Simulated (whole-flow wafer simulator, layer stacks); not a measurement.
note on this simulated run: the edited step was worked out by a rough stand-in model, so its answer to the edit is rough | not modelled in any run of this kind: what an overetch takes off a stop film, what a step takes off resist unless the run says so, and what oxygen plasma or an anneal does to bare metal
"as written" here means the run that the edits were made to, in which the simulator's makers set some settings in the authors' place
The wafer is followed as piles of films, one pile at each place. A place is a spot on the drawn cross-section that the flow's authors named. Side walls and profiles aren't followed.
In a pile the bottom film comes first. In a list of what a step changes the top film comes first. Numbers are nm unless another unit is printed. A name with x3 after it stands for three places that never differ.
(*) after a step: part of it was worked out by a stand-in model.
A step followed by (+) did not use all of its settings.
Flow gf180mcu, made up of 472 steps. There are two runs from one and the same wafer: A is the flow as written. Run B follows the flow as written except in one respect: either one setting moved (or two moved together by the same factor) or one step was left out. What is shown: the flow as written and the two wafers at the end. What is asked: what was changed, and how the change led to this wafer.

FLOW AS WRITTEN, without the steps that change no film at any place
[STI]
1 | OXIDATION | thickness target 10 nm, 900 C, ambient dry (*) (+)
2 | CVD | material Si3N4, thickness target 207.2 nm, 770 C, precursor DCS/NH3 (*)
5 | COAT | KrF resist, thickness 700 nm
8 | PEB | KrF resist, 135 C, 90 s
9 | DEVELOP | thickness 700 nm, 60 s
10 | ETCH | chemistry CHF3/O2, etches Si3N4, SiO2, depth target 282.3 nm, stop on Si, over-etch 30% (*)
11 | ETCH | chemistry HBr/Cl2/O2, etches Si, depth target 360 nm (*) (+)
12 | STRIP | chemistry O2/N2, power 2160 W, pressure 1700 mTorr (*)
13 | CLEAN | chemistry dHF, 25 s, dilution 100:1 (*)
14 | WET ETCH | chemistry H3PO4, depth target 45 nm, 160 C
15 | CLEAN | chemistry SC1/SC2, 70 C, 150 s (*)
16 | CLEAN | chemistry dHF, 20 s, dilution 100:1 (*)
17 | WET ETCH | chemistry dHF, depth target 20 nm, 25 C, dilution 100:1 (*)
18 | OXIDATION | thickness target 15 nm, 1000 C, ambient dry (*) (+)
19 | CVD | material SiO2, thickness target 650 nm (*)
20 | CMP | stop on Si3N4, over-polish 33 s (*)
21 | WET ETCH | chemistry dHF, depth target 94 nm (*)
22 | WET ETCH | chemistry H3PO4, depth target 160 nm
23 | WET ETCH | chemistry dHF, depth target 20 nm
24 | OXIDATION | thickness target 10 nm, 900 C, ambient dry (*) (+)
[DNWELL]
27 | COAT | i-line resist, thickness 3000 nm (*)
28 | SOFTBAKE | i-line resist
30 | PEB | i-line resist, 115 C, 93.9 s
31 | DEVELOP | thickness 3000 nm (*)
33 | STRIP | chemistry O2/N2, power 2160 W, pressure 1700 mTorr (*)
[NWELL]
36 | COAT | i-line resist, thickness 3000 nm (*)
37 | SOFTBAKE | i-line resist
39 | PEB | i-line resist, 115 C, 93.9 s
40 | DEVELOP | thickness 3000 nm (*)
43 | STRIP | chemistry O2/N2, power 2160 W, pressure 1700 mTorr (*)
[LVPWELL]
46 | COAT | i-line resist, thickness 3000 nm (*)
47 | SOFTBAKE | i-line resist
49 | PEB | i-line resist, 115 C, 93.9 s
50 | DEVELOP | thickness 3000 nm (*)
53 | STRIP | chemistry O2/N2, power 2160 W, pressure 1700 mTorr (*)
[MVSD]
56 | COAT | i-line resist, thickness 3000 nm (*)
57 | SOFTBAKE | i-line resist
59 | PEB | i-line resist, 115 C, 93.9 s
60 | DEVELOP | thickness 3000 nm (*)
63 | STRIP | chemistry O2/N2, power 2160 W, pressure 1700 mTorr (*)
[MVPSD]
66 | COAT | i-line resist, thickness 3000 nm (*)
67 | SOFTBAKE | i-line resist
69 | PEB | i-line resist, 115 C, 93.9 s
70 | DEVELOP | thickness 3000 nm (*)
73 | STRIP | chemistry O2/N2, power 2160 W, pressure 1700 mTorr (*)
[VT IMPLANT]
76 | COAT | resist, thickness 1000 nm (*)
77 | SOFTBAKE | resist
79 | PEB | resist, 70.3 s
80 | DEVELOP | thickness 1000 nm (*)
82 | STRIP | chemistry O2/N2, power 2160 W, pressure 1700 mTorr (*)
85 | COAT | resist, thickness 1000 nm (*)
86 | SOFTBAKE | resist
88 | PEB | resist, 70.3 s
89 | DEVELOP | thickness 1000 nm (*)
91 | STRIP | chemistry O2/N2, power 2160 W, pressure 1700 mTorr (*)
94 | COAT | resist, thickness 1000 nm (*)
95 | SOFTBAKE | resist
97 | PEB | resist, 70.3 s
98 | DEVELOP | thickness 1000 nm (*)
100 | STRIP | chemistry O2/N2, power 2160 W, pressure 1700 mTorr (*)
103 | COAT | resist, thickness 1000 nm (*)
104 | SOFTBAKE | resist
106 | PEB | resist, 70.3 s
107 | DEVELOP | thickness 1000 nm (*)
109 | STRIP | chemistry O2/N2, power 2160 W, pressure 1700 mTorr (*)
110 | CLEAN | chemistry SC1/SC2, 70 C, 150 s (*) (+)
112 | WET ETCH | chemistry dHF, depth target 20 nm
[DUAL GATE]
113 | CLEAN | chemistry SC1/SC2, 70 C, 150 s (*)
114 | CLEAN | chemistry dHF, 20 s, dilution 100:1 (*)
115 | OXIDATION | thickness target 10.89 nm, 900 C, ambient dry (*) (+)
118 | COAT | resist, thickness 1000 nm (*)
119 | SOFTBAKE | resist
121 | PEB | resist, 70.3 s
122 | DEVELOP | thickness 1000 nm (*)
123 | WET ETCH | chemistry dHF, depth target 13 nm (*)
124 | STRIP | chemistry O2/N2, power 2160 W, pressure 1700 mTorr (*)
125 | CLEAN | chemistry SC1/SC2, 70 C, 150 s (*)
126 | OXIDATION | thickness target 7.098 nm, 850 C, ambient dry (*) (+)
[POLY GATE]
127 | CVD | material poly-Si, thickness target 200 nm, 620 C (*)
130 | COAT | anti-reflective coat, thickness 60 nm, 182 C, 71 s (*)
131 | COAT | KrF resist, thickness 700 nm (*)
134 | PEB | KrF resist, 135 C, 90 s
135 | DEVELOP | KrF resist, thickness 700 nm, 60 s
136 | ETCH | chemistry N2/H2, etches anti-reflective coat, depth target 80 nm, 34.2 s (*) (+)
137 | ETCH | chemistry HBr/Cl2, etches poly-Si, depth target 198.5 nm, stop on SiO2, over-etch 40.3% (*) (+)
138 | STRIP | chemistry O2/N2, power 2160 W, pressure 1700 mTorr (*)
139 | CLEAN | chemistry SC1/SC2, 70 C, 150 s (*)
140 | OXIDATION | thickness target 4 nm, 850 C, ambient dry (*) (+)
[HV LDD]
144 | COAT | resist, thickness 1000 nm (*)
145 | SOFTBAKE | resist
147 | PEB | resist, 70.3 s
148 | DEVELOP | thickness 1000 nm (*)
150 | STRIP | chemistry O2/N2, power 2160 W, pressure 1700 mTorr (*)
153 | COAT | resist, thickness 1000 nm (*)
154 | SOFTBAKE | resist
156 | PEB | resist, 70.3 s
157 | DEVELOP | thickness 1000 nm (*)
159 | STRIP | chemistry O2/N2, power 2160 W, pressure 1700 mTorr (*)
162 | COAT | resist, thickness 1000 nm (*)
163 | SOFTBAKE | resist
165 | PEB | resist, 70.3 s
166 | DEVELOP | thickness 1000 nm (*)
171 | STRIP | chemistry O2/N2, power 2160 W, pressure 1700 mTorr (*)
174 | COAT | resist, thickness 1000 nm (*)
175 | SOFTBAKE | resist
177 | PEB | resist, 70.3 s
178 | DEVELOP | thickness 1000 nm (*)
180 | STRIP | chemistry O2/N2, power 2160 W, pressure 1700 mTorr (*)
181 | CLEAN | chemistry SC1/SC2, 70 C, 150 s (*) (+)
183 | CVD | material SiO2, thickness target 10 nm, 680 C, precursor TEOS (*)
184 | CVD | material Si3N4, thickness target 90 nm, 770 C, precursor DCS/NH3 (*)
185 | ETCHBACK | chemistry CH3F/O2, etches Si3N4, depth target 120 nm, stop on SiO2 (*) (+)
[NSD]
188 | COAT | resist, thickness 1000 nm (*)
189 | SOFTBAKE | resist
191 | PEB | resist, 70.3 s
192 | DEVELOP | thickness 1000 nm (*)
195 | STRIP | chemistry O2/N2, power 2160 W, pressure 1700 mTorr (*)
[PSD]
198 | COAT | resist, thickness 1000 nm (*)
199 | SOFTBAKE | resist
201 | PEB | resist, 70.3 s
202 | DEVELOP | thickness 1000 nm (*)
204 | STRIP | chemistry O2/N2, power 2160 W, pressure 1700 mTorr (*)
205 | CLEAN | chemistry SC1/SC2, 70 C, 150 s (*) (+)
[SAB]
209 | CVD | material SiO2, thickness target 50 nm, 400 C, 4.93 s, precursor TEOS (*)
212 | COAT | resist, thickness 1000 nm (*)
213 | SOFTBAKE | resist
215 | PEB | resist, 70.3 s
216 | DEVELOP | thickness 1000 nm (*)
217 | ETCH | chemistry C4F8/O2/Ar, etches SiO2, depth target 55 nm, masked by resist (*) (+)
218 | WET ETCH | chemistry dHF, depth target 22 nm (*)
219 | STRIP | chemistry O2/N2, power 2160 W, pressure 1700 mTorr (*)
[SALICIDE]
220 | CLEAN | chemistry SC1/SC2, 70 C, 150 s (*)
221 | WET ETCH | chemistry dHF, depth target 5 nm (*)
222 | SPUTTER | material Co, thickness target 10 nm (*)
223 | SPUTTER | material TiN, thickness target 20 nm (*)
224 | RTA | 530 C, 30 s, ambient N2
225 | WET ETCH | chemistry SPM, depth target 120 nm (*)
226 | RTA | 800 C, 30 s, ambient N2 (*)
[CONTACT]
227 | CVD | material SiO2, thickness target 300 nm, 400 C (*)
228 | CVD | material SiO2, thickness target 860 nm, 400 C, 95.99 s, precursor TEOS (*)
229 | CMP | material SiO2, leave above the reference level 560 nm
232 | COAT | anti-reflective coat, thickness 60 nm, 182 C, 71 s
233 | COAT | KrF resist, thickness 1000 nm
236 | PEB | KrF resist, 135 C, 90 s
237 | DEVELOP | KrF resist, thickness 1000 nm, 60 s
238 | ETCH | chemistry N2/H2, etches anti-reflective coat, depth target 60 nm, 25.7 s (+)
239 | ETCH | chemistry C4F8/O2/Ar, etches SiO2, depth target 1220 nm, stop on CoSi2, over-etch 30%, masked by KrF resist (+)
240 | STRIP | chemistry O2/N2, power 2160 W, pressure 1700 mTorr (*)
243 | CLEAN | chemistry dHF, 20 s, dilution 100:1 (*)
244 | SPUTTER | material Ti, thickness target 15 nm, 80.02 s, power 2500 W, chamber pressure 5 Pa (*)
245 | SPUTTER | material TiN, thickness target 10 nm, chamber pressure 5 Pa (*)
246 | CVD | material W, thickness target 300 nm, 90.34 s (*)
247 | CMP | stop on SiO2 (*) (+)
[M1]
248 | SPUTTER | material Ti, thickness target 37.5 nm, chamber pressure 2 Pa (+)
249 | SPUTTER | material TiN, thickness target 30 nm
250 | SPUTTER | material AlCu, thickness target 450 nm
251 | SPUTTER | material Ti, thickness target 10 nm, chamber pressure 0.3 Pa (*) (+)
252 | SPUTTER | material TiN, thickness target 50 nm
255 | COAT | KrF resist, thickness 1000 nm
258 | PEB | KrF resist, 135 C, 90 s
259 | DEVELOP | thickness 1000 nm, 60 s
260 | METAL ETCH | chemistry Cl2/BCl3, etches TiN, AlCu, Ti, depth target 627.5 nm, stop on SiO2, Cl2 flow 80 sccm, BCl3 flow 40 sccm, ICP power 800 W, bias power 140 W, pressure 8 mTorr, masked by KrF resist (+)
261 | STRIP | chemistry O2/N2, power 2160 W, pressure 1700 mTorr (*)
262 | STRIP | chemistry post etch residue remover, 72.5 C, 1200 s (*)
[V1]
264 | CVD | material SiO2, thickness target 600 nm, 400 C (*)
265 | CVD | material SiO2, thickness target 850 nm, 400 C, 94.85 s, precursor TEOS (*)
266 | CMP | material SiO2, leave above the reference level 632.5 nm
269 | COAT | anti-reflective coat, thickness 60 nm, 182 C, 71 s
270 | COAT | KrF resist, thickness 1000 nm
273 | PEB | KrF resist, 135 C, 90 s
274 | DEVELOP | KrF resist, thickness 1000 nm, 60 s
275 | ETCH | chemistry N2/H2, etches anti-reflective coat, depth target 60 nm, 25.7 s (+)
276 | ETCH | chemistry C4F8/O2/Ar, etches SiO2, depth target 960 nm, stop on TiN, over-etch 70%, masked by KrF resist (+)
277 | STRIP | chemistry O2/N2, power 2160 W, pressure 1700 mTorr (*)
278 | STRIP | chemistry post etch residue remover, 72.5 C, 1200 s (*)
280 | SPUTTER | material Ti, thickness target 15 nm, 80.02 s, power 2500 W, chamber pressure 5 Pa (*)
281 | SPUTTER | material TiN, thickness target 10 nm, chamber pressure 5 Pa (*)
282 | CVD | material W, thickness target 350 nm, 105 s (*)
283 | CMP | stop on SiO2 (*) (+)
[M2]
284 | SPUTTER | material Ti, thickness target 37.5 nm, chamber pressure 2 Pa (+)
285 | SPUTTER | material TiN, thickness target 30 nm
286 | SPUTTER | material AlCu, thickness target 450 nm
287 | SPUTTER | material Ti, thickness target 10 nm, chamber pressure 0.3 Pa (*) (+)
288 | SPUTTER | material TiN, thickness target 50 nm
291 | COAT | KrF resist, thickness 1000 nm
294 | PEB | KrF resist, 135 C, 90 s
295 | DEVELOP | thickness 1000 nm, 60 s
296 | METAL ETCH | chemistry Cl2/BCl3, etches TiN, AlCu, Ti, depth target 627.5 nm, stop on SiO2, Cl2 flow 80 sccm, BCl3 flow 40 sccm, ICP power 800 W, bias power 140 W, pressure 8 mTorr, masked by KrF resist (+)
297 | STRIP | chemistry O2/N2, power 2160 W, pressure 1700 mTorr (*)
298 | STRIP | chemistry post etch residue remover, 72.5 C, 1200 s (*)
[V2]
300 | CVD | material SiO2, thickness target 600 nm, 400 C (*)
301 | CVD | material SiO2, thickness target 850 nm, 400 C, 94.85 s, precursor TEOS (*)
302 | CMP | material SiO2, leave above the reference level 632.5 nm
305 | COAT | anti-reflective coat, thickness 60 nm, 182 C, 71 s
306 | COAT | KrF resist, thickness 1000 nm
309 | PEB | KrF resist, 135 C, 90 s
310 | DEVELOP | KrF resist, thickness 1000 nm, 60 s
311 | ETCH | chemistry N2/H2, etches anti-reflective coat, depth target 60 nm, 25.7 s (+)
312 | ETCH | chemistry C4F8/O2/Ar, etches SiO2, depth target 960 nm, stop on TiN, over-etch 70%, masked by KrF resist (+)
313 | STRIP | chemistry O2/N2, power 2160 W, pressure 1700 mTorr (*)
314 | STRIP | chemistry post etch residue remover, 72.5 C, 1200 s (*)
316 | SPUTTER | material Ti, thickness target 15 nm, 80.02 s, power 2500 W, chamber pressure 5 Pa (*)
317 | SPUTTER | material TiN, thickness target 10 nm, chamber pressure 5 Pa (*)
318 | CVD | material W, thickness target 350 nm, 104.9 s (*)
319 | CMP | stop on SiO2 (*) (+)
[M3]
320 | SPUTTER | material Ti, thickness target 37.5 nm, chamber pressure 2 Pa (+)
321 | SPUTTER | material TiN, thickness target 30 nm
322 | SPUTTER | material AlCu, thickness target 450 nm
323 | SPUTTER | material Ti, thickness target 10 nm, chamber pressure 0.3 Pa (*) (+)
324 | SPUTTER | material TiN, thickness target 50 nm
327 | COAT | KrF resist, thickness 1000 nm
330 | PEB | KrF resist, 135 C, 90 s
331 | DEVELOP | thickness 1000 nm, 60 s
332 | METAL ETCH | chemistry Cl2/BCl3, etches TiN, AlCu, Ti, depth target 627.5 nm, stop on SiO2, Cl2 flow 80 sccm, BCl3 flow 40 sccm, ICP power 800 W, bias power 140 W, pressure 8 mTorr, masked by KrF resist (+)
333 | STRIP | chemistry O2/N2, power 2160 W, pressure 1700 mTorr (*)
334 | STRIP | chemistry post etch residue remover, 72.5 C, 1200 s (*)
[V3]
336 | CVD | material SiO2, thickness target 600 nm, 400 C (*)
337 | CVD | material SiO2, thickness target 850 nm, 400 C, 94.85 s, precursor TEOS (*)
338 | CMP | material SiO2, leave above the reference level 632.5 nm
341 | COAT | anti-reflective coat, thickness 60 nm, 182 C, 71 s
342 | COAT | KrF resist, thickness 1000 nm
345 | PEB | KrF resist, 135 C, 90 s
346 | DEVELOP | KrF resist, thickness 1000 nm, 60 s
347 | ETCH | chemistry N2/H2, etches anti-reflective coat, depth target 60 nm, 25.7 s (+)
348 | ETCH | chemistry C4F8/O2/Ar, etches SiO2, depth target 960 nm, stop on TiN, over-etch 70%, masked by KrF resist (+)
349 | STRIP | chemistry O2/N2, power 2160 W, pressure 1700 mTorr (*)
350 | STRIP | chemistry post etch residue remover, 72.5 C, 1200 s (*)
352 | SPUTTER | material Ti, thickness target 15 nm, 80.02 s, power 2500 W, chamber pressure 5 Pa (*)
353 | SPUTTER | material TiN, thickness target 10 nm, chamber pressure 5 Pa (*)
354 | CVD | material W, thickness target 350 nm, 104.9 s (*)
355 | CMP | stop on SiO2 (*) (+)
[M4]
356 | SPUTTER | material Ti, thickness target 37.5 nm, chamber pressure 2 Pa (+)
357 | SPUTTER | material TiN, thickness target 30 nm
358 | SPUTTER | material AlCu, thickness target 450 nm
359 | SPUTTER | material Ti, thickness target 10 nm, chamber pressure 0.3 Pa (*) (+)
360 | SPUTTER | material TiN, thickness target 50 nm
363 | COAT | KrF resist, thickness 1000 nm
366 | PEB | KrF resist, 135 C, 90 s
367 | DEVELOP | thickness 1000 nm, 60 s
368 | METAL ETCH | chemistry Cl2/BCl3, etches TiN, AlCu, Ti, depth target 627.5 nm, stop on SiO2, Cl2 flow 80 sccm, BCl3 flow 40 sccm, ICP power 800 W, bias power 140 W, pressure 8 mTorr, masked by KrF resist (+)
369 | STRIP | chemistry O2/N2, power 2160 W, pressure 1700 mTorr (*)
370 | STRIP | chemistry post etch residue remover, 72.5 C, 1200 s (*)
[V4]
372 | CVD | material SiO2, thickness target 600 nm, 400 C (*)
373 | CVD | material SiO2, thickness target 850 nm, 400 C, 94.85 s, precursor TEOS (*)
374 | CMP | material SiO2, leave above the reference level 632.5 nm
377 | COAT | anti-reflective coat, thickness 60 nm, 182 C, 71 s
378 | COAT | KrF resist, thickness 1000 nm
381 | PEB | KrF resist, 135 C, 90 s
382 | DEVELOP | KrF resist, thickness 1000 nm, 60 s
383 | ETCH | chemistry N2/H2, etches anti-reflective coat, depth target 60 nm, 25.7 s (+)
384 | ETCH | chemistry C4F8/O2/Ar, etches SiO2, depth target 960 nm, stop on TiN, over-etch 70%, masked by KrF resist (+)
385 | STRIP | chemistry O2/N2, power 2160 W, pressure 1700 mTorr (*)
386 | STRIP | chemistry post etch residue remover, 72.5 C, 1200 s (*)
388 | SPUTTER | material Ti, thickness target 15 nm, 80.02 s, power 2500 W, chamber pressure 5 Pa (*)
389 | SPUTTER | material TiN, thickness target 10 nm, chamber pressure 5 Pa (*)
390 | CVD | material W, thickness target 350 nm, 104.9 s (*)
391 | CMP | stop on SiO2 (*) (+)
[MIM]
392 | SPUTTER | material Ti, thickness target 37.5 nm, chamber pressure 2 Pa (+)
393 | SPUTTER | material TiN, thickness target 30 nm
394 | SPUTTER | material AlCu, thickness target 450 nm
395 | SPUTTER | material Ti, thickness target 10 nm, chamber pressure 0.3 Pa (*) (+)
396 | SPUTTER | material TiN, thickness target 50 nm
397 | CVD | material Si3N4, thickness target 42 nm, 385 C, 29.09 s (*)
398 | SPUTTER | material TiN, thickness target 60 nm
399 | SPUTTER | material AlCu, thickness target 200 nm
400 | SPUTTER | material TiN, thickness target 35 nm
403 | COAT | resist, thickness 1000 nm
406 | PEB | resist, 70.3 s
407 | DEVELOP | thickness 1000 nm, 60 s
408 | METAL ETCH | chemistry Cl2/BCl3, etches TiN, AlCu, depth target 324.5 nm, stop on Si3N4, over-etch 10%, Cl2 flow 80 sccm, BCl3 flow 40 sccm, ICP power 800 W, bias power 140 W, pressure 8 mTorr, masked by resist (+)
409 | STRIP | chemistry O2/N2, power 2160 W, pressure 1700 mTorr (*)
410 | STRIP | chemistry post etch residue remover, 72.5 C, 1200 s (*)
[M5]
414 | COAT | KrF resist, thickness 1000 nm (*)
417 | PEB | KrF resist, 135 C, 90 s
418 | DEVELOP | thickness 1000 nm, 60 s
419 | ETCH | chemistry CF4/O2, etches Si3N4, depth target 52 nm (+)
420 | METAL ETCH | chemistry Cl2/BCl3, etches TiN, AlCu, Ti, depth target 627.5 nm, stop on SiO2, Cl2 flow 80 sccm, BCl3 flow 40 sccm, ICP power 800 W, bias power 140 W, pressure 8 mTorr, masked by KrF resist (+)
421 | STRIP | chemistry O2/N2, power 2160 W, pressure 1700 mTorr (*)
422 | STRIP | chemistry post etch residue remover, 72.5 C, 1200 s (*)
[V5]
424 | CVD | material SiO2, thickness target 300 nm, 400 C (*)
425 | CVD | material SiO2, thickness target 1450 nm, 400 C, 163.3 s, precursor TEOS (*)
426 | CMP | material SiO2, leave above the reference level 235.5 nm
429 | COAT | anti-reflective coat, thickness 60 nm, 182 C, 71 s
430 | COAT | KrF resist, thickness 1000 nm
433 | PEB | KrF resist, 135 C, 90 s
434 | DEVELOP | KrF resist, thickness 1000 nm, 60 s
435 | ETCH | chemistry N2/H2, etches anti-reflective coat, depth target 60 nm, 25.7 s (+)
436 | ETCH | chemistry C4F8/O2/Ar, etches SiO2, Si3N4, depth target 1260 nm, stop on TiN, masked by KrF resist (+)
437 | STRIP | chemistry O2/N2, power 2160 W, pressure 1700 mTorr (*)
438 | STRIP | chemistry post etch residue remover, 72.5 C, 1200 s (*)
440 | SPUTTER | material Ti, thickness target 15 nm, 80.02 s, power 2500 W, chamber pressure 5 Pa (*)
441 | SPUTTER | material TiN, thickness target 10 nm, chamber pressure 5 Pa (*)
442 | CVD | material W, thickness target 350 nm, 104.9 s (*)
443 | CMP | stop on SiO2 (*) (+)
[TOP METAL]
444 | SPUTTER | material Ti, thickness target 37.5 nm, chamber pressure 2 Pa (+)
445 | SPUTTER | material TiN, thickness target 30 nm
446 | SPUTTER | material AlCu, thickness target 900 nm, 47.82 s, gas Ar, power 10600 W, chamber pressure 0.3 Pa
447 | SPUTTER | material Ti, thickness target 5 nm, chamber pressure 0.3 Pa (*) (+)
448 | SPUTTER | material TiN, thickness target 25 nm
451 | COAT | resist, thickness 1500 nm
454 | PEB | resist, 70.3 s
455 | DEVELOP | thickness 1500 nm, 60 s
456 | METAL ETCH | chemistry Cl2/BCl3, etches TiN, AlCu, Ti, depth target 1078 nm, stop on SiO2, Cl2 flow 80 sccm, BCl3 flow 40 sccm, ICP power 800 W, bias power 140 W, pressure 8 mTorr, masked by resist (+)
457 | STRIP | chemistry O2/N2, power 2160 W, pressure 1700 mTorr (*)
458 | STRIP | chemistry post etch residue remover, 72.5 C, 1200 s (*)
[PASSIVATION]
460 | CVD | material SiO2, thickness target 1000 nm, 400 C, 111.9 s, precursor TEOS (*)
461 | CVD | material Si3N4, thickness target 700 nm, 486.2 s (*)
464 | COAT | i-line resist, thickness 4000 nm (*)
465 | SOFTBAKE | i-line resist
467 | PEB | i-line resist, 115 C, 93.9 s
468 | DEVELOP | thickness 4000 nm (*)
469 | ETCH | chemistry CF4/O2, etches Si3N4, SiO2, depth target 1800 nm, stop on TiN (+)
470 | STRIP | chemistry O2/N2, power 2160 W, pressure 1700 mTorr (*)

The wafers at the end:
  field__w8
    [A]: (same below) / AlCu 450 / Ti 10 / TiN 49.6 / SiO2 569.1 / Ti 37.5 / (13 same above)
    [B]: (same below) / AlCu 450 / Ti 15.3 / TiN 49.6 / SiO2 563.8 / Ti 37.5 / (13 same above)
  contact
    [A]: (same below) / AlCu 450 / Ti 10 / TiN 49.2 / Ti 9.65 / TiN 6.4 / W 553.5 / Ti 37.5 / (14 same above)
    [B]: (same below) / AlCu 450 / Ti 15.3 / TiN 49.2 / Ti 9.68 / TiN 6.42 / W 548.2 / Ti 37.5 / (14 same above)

What caused this: step 359, SPUTTER: thickness target 15.3 nm was run, while the flow as written has thickness target 10 nm.
One can read it off the wafer: field__w8 has Ti 15.3, and step 359 as written asks for 10 nm.

The path from the change to this, step by step:
  359 | SPUTTER | material Ti, thickness target 10 nm, chamber pressure 0.3 Pa (*) (+)
      field, field__w1, field__w2 and 108 more: A Ti gains 10 (new film) | B Ti gains 15.3 (new film)
  368 | METAL ETCH | chemistry Cl2/BCl3, etches TiN, AlCu, Ti, depth target 627.5 nm, stop on SiO2, Cl2 flow 80 sccm, BCl3 flow 40 sccm, ICP power 800 W, bias power 140 W, pressure 8 mTorr, masked by KrF resist (+)
      field, field__w1, field__w2 and 103 more: A TiN loses 50 (all of it), Ti loses 10 (all of it), AlCu loses 450 (all of it), TiN loses 30 (all of it), Ti loses 37.5 (all of it) | B TiN loses 50 (all of it), Ti loses 15.3 (all of it), AlCu loses 450 (all of it), TiN loses 30 (all of it), Ti loses 37.5 (all of it)
